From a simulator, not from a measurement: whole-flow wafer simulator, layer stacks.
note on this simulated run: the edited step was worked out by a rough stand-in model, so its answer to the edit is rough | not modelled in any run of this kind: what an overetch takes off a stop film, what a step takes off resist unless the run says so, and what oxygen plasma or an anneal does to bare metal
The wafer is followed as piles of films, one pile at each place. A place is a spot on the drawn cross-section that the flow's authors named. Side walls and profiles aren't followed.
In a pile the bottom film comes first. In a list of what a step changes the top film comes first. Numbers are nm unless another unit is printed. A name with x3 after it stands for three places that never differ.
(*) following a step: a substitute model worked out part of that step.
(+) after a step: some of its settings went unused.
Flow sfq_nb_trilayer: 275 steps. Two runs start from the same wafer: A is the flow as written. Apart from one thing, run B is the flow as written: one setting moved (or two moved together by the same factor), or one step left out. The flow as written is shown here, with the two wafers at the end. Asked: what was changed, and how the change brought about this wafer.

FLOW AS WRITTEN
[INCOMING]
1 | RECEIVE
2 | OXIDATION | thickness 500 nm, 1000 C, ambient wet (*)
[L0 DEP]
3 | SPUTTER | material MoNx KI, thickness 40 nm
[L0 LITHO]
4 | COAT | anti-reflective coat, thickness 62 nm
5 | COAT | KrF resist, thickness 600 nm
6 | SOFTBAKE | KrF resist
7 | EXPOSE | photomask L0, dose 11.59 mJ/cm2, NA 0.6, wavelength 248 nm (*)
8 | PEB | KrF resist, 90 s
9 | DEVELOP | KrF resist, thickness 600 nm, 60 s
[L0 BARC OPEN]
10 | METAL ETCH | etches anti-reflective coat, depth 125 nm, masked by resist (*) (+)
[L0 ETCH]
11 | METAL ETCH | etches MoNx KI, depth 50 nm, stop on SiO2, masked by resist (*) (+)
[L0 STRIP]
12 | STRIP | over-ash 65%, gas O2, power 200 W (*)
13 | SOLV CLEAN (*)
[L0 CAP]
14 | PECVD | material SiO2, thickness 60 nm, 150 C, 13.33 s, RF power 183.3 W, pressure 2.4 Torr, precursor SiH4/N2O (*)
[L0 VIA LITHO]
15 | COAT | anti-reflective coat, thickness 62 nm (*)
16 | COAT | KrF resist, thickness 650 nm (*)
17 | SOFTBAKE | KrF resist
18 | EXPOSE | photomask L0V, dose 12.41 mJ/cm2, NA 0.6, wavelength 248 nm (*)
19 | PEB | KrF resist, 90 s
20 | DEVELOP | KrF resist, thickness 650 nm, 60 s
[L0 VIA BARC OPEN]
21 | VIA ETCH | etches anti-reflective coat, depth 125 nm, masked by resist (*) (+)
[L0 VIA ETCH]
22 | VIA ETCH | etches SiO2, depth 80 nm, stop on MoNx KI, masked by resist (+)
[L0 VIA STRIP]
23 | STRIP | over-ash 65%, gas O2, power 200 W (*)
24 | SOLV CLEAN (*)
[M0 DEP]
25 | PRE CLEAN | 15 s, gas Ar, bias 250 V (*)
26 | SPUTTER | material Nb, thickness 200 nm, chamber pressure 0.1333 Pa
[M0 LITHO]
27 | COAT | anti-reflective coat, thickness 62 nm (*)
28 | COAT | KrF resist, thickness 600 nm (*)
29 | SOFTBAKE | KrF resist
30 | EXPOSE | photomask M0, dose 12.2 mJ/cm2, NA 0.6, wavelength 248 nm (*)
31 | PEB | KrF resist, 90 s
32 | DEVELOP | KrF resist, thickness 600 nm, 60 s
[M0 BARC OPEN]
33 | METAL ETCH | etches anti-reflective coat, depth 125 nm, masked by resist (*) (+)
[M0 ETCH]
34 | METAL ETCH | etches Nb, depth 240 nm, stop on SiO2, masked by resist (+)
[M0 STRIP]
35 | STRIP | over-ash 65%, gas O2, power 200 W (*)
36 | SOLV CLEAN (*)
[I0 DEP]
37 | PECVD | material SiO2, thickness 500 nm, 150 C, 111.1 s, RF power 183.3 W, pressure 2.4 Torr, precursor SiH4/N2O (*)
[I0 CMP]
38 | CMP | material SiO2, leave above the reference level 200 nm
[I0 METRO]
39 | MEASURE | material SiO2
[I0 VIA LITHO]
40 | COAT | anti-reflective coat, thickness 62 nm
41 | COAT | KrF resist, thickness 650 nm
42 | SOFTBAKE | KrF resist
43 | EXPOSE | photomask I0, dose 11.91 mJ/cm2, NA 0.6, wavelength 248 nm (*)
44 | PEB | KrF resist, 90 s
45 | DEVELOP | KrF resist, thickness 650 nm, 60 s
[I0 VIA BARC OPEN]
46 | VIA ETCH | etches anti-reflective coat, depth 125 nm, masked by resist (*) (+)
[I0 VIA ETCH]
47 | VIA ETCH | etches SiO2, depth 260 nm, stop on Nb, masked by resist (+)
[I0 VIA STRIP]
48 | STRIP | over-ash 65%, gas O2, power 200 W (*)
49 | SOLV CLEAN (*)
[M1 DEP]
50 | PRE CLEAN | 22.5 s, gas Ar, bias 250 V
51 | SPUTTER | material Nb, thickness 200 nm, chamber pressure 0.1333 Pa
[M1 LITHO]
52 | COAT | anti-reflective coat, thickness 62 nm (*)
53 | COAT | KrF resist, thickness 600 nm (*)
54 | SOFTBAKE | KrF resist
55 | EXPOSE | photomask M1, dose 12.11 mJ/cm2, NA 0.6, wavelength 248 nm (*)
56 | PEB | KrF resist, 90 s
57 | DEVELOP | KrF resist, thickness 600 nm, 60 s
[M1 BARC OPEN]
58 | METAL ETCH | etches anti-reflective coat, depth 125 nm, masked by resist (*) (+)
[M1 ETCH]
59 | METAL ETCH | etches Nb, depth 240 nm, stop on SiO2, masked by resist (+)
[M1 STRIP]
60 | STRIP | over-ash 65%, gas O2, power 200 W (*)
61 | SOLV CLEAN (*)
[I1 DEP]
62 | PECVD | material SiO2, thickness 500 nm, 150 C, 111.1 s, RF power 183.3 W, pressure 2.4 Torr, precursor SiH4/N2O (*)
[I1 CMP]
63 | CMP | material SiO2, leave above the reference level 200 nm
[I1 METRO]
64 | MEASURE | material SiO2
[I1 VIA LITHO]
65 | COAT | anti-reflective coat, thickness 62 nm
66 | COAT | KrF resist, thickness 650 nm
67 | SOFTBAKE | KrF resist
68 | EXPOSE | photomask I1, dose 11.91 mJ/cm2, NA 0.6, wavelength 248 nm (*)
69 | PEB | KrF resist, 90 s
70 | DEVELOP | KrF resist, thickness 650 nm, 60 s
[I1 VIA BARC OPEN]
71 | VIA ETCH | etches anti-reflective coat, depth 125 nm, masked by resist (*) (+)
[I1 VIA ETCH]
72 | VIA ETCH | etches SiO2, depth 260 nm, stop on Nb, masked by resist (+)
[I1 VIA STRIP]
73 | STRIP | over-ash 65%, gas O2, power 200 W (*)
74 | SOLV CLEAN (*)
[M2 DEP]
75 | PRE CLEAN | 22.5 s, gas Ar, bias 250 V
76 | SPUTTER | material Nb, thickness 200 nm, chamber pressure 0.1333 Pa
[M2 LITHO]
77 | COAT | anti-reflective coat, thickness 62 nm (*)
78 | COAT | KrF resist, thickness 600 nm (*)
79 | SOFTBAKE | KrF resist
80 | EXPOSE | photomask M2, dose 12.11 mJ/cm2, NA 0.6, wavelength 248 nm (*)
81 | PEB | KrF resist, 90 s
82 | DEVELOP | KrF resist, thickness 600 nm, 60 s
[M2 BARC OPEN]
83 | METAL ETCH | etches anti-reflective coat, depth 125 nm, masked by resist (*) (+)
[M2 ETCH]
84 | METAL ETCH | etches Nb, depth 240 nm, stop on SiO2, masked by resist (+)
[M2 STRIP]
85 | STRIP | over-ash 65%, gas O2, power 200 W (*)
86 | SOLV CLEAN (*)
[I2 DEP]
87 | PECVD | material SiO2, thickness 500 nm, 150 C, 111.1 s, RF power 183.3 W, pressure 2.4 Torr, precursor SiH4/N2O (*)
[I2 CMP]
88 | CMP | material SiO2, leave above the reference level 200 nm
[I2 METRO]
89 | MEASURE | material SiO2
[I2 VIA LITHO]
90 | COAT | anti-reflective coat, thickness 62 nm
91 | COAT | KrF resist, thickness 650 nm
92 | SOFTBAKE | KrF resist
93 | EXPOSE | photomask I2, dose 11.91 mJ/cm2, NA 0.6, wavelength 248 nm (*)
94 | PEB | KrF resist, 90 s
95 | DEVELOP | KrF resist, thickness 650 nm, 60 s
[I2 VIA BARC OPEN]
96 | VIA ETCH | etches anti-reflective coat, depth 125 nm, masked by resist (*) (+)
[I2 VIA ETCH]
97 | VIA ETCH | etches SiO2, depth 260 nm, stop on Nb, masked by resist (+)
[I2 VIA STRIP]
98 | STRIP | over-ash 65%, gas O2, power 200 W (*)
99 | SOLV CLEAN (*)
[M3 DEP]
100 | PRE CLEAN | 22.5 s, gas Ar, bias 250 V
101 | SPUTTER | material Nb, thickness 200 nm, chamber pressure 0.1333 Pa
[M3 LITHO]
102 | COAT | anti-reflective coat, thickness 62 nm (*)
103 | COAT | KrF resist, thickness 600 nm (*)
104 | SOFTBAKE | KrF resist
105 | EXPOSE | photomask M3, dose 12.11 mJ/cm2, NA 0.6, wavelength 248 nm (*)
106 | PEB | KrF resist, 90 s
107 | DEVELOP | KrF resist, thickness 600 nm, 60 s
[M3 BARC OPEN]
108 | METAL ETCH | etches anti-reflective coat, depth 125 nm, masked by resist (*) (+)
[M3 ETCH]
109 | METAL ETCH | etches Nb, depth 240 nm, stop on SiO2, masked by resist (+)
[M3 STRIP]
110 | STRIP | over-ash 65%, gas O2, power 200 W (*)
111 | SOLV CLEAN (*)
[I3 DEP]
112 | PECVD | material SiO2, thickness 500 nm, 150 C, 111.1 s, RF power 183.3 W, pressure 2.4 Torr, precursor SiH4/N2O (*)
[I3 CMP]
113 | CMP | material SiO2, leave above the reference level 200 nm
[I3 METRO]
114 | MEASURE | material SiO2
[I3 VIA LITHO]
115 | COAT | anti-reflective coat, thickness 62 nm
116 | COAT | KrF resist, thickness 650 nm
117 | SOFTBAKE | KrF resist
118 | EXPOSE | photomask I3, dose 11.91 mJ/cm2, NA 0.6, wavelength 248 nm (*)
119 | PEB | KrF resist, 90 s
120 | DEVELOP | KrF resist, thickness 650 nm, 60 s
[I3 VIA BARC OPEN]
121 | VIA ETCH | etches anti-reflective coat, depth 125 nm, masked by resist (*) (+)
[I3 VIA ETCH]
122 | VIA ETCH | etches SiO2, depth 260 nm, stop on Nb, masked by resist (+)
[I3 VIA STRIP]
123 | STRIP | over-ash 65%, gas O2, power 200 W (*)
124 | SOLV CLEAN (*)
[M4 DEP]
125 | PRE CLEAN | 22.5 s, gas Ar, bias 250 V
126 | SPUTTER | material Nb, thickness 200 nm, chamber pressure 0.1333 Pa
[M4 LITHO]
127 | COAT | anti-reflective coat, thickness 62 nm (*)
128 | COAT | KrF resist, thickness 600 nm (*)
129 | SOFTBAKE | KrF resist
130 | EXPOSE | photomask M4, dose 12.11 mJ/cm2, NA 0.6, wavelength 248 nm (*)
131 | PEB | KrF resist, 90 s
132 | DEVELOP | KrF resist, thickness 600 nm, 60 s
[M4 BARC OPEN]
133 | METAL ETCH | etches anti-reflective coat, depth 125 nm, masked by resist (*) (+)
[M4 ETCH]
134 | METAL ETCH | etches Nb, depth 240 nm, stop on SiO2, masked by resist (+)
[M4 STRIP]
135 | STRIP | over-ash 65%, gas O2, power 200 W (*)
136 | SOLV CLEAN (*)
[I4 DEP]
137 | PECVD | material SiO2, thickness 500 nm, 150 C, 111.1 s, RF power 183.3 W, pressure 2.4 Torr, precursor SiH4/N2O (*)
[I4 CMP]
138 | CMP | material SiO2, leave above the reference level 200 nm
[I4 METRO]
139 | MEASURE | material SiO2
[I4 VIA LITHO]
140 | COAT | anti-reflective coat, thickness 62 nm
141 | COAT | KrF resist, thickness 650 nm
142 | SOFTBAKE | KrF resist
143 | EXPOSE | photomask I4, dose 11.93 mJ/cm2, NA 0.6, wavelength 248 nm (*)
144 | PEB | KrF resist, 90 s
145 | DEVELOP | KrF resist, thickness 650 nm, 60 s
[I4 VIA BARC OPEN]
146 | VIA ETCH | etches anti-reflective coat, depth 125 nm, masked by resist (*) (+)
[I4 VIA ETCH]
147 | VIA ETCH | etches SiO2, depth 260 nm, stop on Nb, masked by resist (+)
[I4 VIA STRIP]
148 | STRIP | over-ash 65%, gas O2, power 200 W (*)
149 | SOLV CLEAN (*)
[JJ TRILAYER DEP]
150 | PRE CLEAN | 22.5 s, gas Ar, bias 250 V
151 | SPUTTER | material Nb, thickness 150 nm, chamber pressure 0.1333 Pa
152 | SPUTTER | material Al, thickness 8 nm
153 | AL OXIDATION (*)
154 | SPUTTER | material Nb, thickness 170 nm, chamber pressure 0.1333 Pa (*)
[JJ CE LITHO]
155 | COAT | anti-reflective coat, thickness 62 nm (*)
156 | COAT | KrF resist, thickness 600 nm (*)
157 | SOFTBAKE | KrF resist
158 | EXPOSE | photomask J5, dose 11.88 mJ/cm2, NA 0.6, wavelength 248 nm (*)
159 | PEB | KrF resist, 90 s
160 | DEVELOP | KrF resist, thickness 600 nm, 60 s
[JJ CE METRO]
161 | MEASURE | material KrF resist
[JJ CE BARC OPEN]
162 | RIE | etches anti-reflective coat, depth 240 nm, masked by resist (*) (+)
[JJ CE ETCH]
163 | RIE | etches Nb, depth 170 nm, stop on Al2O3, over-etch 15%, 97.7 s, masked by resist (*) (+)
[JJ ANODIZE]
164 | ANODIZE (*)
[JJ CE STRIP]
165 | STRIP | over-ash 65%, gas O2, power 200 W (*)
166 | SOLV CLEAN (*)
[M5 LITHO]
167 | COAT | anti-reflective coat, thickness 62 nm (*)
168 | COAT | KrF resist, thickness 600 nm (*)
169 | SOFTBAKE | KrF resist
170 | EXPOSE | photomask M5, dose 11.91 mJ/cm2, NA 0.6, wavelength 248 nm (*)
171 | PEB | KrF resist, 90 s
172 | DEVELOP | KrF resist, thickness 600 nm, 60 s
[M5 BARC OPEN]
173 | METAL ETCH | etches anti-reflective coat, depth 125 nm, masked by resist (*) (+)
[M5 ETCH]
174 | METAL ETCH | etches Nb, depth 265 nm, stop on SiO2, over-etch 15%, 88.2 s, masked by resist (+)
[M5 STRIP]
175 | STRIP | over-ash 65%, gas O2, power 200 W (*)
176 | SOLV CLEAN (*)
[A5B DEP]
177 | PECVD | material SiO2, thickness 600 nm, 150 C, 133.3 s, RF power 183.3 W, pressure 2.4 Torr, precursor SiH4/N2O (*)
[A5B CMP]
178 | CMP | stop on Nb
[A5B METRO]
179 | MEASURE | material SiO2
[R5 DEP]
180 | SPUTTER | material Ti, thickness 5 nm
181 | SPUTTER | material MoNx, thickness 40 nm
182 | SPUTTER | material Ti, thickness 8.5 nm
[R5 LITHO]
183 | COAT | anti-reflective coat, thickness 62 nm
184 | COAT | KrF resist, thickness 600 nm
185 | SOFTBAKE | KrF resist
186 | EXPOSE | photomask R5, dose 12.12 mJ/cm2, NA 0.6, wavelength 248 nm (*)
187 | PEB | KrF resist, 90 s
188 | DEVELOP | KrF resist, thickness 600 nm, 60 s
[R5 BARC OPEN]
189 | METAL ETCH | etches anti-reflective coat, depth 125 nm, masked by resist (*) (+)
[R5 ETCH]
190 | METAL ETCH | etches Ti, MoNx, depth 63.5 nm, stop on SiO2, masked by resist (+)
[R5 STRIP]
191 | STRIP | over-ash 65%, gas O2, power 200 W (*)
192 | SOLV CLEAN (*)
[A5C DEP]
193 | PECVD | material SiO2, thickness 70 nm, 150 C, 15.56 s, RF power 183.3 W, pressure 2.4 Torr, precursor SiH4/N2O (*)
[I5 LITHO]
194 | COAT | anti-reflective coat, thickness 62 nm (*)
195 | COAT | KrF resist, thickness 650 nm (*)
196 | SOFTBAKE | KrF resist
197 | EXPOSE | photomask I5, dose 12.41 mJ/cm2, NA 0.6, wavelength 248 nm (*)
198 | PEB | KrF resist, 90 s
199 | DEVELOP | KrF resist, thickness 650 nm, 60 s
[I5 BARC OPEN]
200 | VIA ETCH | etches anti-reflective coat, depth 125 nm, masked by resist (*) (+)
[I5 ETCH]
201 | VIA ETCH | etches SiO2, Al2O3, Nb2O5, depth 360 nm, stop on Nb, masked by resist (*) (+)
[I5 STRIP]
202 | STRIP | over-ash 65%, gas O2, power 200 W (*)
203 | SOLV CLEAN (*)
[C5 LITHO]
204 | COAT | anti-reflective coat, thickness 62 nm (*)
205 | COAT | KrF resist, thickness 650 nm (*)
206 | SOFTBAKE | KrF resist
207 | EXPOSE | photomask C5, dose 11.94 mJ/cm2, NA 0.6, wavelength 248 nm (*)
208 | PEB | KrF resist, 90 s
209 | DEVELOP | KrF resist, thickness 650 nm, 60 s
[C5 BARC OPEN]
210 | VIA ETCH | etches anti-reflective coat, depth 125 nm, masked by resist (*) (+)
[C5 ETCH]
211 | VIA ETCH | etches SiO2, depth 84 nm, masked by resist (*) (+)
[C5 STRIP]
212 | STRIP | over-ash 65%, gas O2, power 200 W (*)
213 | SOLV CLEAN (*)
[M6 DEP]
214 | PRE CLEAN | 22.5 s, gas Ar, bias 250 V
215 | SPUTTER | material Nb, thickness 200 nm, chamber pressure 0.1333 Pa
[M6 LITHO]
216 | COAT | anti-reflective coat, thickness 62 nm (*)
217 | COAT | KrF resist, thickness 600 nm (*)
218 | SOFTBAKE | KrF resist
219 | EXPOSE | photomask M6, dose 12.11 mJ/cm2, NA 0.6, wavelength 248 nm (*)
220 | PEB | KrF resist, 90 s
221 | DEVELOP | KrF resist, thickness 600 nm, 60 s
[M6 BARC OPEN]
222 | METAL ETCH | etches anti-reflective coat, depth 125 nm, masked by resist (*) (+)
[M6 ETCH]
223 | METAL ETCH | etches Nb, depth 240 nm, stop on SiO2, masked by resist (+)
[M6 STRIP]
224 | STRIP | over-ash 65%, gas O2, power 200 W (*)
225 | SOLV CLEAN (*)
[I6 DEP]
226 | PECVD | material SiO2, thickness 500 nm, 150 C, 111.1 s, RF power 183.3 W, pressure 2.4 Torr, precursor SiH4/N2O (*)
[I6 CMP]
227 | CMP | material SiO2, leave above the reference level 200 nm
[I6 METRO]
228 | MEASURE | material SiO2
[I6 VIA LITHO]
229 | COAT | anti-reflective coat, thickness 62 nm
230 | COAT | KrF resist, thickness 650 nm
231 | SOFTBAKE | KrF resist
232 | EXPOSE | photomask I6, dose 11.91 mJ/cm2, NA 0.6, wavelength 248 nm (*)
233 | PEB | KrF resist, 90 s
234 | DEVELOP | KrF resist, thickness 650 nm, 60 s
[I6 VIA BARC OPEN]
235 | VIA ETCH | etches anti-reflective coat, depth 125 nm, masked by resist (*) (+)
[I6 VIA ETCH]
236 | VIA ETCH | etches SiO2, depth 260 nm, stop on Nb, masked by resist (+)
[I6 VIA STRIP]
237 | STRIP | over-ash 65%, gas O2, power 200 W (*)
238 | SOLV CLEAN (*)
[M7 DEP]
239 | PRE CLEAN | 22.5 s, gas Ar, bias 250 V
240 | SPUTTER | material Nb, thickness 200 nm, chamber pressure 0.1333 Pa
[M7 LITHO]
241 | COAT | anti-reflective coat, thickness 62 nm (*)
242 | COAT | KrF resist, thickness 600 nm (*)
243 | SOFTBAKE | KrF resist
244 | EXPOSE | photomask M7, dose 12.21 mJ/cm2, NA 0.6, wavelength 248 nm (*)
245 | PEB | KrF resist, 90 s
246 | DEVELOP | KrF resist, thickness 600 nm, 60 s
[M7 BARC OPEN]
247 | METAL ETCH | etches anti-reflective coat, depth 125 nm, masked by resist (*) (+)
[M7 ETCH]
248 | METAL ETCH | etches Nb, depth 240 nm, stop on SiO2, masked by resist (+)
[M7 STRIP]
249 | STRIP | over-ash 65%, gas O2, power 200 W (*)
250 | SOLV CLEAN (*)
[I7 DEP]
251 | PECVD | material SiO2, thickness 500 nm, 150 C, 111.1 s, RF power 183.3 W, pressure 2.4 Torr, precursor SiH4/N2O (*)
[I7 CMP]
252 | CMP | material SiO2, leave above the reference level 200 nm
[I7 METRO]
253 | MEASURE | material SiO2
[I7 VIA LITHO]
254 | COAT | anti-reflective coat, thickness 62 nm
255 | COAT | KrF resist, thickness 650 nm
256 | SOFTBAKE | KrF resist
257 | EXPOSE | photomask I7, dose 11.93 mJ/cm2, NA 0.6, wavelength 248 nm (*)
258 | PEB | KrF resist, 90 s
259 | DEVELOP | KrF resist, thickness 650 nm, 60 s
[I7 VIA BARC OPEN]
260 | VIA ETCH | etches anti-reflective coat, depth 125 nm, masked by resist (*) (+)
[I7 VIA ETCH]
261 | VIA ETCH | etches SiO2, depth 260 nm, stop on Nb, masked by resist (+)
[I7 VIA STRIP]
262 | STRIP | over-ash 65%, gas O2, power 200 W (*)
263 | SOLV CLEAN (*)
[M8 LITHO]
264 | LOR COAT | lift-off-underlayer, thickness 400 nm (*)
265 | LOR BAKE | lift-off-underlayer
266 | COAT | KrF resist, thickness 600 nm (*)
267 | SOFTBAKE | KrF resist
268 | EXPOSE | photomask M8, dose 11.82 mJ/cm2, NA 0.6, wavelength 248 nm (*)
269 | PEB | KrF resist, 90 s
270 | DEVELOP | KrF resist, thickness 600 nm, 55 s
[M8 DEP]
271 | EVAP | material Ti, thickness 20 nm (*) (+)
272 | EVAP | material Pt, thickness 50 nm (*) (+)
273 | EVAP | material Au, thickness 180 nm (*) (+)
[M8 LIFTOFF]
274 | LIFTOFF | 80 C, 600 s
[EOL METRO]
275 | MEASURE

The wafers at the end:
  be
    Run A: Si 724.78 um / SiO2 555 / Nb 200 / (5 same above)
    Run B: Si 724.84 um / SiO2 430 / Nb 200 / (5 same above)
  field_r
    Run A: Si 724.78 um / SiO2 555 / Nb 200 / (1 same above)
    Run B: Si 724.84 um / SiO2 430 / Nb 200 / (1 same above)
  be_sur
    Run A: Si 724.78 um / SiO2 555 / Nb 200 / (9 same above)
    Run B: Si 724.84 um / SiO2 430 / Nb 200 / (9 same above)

The reason: step 2, OXIDATION: thickness 375 nm was run, while the flow as written has thickness 500 nm.

The path from the change to this, step by step:
  2 | OXIDATION | thickness 500 nm, 1000 C, ambient wet (*)
      field_l, v_sur, via_wl and 103 more: A +500 SiO2 (new film), -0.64 chemical SiO2 (all of it), -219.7 Si | B +375 SiO2 (new film), -0.64 chemical SiO2 (all of it), -164.7 Si
